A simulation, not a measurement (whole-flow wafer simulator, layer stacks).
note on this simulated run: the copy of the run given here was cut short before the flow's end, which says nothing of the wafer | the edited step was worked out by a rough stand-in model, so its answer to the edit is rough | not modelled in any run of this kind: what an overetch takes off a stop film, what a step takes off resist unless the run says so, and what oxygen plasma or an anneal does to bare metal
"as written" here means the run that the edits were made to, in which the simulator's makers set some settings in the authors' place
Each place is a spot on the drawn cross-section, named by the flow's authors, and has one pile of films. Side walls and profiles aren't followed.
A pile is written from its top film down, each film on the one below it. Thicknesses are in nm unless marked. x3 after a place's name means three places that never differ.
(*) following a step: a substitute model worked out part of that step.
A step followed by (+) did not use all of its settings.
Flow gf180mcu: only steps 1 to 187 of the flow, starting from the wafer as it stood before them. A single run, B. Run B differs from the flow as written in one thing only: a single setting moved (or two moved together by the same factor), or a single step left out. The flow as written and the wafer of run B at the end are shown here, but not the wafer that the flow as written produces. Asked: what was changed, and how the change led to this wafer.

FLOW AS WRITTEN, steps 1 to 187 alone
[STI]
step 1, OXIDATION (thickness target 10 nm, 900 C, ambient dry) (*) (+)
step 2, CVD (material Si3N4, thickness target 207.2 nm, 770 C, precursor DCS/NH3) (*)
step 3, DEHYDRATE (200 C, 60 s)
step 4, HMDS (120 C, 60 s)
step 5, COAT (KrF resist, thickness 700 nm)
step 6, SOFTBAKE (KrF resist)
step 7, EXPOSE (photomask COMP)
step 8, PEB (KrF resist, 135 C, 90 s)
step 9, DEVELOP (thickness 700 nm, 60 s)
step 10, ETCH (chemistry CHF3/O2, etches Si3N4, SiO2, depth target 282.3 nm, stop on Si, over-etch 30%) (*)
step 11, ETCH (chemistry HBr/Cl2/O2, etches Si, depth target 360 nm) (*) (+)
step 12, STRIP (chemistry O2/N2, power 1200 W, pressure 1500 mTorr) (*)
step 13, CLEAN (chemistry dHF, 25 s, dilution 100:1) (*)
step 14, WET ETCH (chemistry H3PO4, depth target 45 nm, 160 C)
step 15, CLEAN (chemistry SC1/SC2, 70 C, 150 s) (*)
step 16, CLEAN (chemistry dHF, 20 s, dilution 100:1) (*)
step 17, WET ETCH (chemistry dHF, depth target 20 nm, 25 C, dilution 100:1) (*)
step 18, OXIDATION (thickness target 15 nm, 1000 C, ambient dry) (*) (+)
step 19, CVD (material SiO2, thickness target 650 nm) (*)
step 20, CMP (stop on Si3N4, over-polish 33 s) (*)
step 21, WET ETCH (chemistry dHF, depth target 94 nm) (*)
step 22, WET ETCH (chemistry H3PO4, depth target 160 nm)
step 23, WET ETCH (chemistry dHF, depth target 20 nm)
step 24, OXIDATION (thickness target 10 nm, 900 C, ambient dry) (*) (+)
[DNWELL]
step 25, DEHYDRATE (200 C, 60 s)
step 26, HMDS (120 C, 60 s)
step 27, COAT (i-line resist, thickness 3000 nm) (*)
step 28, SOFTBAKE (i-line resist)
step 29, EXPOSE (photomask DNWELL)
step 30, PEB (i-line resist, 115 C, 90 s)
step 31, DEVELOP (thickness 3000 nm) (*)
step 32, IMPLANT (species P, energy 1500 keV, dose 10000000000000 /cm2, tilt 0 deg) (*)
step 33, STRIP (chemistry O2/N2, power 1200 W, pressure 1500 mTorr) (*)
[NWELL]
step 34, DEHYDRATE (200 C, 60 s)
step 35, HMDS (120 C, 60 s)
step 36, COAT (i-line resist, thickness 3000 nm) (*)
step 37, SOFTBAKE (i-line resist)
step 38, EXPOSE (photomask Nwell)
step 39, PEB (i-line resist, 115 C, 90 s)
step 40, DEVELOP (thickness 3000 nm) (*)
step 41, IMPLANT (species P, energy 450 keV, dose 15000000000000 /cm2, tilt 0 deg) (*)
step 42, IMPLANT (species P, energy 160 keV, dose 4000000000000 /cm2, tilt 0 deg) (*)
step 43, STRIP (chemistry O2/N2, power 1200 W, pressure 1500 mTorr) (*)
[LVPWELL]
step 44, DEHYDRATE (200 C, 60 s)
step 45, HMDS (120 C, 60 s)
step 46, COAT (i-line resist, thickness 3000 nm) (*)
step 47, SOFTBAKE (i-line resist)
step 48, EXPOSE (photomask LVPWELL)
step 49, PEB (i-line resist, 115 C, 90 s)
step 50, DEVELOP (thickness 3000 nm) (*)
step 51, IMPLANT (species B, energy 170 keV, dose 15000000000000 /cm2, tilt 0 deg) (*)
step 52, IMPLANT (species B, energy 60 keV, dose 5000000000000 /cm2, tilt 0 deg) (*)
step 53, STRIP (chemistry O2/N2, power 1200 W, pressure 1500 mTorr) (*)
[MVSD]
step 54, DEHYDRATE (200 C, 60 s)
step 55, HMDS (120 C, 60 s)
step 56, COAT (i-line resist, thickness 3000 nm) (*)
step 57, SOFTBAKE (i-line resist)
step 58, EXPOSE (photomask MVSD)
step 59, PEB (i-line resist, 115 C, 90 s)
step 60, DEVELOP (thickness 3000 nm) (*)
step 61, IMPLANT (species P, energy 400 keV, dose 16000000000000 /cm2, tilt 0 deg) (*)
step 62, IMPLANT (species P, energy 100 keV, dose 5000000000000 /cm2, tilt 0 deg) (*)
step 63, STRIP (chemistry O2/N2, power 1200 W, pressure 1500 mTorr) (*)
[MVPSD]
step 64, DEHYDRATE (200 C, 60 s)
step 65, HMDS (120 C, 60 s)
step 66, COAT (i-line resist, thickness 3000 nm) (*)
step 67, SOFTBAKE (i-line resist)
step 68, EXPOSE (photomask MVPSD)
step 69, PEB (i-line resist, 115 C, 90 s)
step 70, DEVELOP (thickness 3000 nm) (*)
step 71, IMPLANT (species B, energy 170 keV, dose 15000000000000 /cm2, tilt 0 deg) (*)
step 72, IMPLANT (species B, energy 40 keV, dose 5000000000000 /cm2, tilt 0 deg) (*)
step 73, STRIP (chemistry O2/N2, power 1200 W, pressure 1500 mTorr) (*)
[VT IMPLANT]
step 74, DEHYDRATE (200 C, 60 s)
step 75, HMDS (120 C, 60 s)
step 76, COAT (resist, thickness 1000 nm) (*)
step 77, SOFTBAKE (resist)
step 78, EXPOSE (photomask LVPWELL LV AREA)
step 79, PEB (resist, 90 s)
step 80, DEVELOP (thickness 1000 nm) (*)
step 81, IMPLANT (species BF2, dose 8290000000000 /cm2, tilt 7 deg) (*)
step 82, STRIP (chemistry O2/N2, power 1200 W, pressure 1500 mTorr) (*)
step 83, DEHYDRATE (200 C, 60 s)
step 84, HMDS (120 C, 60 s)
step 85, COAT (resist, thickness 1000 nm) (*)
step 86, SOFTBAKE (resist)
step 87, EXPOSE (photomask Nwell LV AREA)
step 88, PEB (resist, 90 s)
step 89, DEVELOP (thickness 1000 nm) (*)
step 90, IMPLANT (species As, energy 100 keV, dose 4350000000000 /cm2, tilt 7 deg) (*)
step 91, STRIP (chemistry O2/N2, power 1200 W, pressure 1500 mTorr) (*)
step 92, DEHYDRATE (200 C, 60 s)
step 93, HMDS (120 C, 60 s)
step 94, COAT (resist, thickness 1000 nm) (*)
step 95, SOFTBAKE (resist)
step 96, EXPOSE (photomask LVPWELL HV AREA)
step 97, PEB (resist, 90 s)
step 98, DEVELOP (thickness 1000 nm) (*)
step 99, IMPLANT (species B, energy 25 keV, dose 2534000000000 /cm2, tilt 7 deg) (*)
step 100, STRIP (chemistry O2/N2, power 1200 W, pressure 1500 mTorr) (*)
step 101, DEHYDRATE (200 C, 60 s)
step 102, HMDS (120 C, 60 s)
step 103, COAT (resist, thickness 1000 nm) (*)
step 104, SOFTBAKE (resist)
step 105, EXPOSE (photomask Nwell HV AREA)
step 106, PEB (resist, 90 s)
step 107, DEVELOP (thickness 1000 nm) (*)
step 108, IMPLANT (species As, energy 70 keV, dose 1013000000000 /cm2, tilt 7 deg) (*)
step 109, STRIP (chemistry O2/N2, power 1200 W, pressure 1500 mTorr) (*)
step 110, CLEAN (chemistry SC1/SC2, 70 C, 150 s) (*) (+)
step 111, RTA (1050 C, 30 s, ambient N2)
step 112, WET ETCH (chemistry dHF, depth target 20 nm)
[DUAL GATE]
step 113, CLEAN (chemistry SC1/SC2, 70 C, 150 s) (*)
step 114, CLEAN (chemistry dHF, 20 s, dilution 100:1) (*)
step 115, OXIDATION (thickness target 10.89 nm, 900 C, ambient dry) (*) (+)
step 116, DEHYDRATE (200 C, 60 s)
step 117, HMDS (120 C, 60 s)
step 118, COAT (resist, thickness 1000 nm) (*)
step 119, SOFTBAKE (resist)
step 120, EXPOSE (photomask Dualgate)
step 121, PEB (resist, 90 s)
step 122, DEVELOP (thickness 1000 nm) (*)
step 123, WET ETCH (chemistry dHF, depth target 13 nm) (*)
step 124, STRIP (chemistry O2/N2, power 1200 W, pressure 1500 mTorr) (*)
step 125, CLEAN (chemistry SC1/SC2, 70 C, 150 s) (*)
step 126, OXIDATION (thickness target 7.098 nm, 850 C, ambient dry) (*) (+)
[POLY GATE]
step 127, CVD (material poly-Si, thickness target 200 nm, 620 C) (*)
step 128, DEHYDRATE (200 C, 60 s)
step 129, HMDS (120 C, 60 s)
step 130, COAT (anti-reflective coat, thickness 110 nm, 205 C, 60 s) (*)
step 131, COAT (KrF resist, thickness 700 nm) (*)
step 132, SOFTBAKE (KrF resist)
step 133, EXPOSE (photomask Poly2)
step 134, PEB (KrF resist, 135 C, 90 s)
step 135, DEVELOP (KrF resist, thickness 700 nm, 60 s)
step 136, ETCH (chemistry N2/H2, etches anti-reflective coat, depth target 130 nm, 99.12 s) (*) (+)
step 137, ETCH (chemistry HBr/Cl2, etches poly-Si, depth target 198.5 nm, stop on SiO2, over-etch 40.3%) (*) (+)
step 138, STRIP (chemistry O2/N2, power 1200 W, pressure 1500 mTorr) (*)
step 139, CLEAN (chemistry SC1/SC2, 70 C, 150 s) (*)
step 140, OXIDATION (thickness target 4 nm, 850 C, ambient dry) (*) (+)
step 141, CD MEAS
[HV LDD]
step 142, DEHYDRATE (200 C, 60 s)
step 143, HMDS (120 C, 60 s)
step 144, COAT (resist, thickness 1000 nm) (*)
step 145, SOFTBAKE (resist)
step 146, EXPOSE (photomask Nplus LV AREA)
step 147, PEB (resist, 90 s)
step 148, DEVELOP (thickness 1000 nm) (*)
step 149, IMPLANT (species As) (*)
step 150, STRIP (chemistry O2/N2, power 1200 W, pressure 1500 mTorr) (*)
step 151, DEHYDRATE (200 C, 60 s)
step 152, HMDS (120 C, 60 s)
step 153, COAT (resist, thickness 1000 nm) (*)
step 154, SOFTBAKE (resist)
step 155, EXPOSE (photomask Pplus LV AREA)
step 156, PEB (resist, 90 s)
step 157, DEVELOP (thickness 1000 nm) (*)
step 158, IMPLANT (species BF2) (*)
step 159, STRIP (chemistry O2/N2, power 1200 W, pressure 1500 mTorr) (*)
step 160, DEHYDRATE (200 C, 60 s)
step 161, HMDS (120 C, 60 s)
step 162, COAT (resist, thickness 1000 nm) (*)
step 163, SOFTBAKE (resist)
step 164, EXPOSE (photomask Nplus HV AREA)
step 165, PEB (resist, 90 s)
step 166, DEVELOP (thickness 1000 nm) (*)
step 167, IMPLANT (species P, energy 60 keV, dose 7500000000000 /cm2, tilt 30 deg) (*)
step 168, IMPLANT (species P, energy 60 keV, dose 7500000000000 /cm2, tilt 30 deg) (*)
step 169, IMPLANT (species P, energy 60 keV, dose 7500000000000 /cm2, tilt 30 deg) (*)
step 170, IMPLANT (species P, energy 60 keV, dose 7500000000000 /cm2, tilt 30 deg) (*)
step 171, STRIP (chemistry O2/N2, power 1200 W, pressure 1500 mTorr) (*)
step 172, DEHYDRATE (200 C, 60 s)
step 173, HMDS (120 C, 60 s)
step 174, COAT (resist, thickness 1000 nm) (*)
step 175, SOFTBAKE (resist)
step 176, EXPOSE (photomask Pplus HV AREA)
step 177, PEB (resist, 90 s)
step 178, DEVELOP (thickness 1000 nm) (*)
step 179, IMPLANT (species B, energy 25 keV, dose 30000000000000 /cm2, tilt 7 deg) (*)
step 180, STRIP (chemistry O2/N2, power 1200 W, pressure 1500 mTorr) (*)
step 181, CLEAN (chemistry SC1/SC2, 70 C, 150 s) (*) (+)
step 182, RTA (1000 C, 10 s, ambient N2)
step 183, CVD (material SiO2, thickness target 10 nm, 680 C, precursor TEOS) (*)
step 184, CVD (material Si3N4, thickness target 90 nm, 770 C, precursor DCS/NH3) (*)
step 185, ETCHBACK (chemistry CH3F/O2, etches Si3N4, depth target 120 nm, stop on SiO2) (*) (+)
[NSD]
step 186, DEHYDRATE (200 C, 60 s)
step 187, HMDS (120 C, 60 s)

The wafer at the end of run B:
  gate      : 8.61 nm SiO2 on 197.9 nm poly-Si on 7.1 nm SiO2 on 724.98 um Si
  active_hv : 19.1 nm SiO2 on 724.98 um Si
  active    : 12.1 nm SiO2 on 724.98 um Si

What caused this: step 183, CVD: 668 C was run, whereas the flow has 680 C.

Step by step, how the change led to this:
  step 183, CVD (material SiO2, thickness target 10 nm, 680 C, precursor TEOS) (*)
      field, field__w1, field__w2 and 99 more: SiO2 gains 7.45 (in the flow as written it would be: SiO2 gains 10)
      ld_drift_p: SiO2 gains 7.35 (in the flow as written it would be: SiO2 gains 9.87)
      (also at 1 further place)
